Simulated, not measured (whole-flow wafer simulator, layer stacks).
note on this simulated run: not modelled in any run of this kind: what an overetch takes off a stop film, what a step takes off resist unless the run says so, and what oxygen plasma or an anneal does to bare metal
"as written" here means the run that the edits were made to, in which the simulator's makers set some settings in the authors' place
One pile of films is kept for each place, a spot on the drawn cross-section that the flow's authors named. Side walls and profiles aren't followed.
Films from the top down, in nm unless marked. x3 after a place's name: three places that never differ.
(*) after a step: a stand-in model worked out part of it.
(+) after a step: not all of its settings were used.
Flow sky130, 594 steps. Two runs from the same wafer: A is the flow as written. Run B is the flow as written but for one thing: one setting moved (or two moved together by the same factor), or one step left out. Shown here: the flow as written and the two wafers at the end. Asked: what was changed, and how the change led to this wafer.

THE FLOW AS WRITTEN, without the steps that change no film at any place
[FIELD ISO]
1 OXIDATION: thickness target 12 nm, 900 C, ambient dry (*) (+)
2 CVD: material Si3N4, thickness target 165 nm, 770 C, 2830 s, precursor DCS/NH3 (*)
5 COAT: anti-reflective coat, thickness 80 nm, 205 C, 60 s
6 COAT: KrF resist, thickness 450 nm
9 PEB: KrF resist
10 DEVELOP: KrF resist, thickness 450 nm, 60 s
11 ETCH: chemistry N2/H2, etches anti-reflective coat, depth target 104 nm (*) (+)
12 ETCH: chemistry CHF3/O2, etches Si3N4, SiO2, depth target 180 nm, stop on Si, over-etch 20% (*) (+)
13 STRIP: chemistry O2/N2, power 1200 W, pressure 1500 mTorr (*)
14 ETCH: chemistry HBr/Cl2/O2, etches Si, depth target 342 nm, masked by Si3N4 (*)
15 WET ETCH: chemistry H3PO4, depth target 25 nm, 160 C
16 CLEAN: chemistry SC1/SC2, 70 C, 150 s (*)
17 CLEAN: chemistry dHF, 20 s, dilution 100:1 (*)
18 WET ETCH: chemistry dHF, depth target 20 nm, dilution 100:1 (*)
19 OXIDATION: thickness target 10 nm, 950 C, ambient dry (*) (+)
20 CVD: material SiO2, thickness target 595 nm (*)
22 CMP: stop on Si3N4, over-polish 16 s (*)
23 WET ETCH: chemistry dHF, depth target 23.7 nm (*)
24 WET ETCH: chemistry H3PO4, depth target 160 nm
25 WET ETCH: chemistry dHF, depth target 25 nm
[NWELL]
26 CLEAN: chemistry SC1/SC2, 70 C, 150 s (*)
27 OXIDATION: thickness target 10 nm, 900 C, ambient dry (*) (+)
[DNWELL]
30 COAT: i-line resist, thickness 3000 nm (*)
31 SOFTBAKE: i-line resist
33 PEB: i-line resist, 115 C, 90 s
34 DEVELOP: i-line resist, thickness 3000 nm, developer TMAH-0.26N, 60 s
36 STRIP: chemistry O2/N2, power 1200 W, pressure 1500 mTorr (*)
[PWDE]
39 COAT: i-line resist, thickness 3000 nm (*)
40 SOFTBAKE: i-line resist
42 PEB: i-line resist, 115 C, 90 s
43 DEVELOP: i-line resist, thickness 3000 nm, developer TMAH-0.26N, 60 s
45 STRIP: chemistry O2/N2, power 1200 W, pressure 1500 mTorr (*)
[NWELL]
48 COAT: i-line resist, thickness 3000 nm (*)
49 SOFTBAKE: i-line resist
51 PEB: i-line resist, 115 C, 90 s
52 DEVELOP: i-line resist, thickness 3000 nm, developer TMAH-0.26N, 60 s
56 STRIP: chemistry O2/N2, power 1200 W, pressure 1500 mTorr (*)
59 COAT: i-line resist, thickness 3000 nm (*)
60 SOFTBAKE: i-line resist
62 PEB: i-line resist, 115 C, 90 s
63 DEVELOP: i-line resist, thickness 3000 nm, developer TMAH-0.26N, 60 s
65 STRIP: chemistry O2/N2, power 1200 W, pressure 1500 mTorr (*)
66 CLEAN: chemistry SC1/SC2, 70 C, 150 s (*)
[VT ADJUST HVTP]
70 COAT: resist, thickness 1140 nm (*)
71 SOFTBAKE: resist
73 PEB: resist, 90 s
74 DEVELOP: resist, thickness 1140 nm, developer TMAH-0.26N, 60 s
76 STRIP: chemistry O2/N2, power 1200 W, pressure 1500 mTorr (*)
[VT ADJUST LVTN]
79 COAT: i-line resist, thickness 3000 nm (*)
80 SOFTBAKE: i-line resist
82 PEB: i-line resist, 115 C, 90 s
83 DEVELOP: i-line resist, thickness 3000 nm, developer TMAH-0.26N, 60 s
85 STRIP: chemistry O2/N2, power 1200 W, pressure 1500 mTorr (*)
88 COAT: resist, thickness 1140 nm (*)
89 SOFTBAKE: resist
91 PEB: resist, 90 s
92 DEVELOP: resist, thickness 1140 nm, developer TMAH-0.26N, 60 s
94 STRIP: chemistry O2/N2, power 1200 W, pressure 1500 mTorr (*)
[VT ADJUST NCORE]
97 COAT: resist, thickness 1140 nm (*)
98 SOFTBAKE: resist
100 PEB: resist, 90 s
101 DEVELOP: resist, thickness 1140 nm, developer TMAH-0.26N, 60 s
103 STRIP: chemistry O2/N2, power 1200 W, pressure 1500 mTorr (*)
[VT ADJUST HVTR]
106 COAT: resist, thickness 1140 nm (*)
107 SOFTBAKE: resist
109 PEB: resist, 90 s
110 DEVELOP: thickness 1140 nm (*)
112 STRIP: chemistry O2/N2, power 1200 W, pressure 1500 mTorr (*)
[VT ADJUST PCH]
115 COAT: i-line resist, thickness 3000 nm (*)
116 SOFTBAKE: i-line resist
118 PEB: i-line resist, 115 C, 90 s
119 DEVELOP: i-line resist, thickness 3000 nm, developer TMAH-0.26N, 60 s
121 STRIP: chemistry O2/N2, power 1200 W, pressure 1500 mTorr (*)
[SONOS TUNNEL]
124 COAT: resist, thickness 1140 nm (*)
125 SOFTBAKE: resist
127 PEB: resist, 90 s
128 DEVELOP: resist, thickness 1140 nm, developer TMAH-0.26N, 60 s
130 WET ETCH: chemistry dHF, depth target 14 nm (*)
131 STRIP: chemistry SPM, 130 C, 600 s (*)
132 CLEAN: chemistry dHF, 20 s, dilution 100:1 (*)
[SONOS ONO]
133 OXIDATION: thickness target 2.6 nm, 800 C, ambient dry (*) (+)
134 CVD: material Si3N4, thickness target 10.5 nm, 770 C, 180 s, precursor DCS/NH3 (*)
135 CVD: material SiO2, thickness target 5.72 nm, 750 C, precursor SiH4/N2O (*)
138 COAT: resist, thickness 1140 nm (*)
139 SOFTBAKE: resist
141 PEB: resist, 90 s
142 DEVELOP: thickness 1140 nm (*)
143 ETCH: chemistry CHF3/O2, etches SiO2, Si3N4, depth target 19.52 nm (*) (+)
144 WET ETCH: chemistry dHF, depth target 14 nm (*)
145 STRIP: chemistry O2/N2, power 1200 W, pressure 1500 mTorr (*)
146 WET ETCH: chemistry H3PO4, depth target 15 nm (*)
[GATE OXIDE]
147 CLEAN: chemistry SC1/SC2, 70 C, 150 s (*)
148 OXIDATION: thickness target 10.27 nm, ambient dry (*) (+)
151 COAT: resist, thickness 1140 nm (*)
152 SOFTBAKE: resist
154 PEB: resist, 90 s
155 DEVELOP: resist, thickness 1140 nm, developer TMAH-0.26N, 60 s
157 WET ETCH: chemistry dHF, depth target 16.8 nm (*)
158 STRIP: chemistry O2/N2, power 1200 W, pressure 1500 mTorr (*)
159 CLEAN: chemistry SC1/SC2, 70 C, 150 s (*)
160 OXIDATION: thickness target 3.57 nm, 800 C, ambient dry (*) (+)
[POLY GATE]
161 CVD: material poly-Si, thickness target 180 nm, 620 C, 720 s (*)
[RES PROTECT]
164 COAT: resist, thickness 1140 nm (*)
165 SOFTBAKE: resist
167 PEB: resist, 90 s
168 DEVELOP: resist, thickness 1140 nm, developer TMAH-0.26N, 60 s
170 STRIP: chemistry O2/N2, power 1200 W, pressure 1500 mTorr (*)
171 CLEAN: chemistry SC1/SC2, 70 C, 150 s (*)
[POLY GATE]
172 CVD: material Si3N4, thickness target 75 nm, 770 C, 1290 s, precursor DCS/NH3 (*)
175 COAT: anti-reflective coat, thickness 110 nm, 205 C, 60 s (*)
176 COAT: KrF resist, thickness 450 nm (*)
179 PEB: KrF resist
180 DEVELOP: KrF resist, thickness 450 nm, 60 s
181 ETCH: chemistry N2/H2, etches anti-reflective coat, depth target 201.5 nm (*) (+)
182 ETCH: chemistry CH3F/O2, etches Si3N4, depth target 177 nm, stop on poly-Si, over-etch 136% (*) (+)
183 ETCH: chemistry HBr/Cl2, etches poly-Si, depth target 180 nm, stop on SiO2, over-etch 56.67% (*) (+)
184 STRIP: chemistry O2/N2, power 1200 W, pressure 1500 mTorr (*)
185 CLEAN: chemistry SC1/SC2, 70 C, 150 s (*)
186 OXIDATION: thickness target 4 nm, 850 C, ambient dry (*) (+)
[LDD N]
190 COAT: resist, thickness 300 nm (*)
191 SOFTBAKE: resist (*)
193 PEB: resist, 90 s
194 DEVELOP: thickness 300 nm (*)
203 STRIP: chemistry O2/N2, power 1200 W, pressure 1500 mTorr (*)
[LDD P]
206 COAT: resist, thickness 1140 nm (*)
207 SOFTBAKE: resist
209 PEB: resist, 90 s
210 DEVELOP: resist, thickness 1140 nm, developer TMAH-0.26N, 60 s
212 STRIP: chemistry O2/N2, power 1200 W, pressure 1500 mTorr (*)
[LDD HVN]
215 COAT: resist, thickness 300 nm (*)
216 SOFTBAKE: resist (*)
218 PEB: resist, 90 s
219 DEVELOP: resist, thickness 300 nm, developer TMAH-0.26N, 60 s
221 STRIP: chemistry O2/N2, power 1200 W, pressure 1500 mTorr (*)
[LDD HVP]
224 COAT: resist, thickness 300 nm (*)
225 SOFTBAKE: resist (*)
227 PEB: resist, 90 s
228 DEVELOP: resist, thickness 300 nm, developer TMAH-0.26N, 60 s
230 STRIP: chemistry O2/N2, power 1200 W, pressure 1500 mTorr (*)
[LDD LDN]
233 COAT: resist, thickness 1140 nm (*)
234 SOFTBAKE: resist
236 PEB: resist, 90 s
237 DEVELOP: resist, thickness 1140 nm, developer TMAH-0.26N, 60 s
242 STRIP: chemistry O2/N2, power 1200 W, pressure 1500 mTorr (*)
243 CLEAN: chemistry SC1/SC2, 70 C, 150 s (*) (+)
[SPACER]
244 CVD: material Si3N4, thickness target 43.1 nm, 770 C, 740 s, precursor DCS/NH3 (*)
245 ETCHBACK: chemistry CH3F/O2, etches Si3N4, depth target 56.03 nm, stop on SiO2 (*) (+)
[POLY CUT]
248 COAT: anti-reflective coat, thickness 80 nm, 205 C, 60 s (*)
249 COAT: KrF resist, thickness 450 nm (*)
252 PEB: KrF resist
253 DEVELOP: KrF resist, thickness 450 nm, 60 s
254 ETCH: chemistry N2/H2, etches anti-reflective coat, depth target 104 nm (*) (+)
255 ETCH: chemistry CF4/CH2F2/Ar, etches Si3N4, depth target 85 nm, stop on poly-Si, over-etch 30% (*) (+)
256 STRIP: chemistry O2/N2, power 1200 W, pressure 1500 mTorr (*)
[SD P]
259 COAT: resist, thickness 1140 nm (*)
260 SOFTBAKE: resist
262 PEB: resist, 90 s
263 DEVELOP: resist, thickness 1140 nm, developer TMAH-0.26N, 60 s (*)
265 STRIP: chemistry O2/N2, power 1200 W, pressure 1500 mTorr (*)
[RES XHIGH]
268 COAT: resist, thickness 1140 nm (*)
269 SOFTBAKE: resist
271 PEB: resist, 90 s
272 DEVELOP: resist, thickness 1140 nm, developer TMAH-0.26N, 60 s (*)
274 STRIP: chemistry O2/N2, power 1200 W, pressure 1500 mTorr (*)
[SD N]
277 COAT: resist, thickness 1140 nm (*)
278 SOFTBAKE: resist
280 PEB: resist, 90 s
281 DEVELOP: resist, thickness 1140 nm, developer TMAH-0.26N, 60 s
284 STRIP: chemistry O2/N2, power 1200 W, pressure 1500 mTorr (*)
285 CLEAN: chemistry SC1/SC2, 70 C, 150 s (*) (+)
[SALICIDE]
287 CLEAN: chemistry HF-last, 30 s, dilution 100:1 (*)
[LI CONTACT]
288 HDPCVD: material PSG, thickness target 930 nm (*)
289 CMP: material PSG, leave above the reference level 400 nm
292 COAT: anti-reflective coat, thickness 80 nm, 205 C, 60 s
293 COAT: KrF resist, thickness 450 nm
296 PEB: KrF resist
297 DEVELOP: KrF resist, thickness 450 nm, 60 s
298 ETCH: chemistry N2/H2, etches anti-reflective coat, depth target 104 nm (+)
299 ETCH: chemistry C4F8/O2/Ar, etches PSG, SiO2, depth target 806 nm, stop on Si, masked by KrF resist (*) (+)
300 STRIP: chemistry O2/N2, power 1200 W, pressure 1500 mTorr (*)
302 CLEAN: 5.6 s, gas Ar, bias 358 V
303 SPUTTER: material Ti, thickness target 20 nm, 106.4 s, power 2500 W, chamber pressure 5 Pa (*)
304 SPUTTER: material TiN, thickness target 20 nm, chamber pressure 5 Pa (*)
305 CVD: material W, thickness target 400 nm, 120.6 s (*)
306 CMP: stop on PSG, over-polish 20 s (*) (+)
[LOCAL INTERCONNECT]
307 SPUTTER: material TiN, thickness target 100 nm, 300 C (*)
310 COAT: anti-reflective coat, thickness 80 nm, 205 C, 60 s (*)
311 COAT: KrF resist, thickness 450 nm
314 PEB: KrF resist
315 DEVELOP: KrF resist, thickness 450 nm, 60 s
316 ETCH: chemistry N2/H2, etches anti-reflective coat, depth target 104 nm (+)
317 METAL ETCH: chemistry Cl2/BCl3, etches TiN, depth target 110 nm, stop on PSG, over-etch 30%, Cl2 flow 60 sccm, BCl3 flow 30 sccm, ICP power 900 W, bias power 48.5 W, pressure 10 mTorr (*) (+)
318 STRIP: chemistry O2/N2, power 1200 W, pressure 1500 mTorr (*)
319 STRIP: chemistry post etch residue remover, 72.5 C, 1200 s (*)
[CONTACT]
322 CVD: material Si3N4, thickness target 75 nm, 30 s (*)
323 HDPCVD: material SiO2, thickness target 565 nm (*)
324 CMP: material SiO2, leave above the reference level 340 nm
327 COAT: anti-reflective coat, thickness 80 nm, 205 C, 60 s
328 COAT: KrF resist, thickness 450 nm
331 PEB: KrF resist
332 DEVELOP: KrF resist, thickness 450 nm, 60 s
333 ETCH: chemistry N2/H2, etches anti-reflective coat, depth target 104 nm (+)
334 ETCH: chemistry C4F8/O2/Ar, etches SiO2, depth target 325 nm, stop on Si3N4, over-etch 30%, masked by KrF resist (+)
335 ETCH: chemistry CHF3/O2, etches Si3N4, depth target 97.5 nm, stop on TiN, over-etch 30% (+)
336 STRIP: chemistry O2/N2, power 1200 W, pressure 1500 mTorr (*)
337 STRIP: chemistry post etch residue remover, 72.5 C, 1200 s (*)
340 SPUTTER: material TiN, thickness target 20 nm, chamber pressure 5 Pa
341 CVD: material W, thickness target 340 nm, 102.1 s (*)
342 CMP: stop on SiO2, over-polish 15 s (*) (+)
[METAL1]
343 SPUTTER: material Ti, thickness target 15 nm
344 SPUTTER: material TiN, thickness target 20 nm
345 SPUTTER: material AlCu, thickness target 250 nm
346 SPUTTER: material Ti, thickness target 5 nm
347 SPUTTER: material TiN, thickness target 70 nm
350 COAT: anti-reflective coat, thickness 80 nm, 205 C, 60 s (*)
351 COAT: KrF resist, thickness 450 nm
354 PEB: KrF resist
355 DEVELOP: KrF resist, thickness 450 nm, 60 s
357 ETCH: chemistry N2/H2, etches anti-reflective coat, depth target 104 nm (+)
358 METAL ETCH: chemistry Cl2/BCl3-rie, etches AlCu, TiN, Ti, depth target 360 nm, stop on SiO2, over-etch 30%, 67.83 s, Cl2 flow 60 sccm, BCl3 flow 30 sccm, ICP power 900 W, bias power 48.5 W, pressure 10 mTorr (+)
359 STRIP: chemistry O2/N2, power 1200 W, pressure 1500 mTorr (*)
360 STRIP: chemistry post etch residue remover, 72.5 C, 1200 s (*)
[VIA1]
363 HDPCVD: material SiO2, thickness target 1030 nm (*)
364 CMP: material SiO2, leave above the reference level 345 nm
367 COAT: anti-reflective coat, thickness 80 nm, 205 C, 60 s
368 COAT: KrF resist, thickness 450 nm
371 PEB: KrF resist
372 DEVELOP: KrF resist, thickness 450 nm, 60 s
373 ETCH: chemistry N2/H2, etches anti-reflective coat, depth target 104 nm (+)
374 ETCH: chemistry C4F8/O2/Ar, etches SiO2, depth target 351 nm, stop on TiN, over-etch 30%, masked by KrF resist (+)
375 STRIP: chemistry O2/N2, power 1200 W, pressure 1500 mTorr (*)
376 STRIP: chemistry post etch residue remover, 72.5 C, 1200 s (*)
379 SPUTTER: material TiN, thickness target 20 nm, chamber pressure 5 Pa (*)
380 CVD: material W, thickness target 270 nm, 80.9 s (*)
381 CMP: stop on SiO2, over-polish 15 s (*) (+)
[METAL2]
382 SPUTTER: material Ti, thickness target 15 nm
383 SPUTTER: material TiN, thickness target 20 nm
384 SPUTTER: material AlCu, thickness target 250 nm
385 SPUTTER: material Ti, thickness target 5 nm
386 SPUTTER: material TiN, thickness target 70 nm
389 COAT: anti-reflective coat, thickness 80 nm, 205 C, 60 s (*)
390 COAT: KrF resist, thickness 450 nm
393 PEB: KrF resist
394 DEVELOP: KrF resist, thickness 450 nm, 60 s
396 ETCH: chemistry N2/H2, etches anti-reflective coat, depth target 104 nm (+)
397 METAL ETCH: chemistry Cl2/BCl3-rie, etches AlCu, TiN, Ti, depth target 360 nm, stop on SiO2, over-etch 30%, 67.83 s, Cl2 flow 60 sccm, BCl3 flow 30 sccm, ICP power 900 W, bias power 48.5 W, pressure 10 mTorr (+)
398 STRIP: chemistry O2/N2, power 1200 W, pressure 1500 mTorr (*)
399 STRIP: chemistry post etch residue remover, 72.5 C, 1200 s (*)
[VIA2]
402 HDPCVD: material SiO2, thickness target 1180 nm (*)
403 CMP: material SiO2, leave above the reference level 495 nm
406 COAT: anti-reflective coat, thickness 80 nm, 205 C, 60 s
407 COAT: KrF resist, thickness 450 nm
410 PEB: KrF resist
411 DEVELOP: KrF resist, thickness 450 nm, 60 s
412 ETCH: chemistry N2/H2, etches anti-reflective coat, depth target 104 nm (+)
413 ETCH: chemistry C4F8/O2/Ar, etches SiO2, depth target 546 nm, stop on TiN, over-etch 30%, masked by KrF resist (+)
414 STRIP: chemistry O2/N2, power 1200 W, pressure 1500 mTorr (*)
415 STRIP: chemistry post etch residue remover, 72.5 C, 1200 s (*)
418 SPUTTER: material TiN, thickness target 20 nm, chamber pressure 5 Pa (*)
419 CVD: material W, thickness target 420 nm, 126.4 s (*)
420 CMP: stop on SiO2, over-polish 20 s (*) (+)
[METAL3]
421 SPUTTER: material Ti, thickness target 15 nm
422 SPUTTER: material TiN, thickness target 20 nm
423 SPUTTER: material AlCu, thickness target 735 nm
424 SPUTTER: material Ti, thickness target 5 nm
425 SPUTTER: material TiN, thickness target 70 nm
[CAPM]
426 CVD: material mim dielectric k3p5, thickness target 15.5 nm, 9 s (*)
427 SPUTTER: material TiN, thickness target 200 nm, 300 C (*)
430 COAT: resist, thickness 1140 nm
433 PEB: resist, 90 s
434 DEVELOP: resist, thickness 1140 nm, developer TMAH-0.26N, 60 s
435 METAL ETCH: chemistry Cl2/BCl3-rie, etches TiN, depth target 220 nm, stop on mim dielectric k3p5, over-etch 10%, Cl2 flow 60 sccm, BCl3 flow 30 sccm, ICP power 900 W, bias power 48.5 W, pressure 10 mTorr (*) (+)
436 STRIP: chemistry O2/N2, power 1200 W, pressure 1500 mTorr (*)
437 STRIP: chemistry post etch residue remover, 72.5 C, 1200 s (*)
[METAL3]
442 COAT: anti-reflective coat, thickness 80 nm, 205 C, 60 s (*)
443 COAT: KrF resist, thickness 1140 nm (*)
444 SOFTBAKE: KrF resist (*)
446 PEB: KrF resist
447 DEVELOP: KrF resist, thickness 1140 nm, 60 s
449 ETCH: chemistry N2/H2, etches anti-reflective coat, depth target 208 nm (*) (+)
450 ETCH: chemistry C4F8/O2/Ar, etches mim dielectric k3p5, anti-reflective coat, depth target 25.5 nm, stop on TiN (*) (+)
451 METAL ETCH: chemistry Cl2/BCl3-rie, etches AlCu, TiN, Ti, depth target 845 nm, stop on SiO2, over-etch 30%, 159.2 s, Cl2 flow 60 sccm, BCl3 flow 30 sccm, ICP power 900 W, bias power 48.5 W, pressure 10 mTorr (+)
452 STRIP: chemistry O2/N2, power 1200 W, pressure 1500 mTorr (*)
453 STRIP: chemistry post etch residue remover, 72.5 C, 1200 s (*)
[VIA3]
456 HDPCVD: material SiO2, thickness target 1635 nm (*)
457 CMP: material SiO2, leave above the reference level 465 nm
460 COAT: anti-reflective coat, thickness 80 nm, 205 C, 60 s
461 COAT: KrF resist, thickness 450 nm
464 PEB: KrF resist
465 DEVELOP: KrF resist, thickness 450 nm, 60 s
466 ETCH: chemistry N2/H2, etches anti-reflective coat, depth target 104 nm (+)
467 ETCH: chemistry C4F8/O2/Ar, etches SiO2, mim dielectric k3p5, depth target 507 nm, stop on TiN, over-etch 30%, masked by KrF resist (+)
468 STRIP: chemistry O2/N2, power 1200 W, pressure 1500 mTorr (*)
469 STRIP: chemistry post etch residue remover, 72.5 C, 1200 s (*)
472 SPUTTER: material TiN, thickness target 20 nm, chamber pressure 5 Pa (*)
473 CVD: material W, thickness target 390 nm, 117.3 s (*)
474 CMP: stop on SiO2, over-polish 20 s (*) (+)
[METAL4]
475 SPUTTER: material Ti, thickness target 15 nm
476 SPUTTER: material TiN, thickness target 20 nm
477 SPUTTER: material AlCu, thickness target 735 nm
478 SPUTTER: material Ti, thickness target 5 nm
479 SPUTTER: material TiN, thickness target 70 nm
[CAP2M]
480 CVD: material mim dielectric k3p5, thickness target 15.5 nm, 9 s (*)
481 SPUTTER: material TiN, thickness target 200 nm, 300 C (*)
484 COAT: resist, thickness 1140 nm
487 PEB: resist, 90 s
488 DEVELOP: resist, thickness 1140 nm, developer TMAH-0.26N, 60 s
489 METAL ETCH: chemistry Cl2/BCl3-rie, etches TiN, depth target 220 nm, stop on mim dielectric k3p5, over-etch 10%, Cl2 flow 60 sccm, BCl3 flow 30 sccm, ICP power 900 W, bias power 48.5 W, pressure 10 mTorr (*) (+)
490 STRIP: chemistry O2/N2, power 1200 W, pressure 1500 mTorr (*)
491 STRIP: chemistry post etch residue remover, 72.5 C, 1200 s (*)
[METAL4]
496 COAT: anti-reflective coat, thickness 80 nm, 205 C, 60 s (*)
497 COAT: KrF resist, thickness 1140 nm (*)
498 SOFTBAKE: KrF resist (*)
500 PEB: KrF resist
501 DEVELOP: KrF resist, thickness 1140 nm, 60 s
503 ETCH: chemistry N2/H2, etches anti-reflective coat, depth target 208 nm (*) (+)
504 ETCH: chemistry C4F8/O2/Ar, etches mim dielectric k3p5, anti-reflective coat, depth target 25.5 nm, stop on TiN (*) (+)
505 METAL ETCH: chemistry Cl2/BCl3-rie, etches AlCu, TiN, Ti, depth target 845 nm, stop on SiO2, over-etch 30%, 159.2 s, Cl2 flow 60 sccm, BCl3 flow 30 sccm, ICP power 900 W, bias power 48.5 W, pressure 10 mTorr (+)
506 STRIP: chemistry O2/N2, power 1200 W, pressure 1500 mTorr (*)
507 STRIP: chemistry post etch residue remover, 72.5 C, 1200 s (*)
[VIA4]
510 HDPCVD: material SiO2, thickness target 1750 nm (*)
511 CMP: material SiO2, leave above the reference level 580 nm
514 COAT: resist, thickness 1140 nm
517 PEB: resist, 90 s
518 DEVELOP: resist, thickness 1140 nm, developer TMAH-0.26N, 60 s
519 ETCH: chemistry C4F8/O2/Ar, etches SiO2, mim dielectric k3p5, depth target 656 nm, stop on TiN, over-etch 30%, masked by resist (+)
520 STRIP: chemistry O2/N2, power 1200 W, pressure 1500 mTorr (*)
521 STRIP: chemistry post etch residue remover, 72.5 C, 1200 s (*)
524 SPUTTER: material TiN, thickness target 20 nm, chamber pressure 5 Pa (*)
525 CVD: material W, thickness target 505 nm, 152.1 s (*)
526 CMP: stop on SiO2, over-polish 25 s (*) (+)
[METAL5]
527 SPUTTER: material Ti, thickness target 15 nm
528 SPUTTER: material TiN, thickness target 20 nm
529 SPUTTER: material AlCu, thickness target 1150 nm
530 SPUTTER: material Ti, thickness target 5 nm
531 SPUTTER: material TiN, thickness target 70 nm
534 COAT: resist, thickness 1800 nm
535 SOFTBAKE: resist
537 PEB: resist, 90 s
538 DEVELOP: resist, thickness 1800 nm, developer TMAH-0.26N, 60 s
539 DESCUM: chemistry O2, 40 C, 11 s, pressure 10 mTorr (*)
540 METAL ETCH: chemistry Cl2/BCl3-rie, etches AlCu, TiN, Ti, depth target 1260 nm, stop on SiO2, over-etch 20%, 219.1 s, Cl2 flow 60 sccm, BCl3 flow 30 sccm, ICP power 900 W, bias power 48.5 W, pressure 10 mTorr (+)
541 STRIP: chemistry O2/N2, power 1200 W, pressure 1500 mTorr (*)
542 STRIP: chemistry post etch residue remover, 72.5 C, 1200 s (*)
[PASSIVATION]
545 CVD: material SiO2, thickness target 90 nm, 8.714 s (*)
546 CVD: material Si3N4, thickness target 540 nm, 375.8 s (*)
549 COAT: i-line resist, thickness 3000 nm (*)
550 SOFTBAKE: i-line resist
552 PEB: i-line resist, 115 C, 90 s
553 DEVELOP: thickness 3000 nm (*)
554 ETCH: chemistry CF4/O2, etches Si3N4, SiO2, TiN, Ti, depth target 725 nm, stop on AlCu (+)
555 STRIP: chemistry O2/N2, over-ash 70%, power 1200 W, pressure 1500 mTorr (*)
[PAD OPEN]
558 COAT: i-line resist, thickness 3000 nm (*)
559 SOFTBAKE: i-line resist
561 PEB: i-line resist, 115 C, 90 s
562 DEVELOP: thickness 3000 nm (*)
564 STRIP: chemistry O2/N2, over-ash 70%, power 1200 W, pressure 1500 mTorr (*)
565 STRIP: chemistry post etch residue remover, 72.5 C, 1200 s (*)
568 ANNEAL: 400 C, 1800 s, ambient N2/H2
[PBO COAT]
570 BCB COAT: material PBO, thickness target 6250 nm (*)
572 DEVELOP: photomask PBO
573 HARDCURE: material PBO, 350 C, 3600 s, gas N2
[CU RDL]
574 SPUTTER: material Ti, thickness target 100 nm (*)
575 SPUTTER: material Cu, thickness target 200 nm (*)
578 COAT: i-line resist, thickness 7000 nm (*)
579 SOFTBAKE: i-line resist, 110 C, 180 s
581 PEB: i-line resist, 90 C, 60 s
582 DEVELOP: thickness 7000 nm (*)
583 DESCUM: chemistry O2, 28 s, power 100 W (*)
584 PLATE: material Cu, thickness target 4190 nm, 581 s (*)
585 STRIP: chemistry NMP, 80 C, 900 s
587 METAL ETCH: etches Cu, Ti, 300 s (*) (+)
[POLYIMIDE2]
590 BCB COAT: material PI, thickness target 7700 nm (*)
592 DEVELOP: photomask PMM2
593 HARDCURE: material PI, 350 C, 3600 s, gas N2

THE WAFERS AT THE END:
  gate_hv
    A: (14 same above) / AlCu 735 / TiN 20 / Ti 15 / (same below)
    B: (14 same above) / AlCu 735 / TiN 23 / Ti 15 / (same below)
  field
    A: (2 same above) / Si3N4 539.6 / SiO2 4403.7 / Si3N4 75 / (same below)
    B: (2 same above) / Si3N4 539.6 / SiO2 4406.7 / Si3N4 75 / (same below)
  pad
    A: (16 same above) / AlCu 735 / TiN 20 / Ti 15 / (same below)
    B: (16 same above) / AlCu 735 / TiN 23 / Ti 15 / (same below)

The cause: step 422, SPUTTER: thickness target 23 nm was run, where the flow has thickness target 20 nm.
It can be read off the wafer: gate_hv has TiN 23, and step 422 as written asks for 20 nm.

How the change led to this, step by step:
  422 SPUTTER: material TiN, thickness target 20 nm
      field, active, n_well and 188 more: A TiN +20 (new film) | B TiN +23 (new film)
  451 METAL ETCH: chemistry Cl2/BCl3-rie, etches AlCu, TiN, Ti, depth target 845 nm, stop on SiO2, over-etch 30%, 159.2 s, Cl2 flow 60 sccm, BCl3 flow 30 sccm, ICP power 900 W, bias power 48.5 W, pressure 10 mTorr (+)
      field, active, gate and 62 more: A TiN -70 (all of it), Ti -5 (all of it), AlCu -735 (all of it), TiN -20 (all of it), Ti -15 (all of it), SiO2 -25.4 | B TiN -70 (all of it), Ti -5 (all of it), AlCu -735 (all of it), TiN -23 (all of it), Ti -15 (all of it), SiO2 -25
      vpp_ln, vpp_iso2, ndiff_ln, ndiff_cd, via1_hole, via1_enc, m2_ln_cd: A TiN -70 (all of it), Ti -5 (all of it), AlCu -735 (all of it), TiN -20 (all of it), Ti -15 (all of it), SiO2 -25.3 | B TiN -70 (all of it), Ti -5 (all of it), AlCu -735 (all of it), TiN -23 (all of it), Ti -15 (all of it), SiO2 -25.1
      (and at 13 more places)
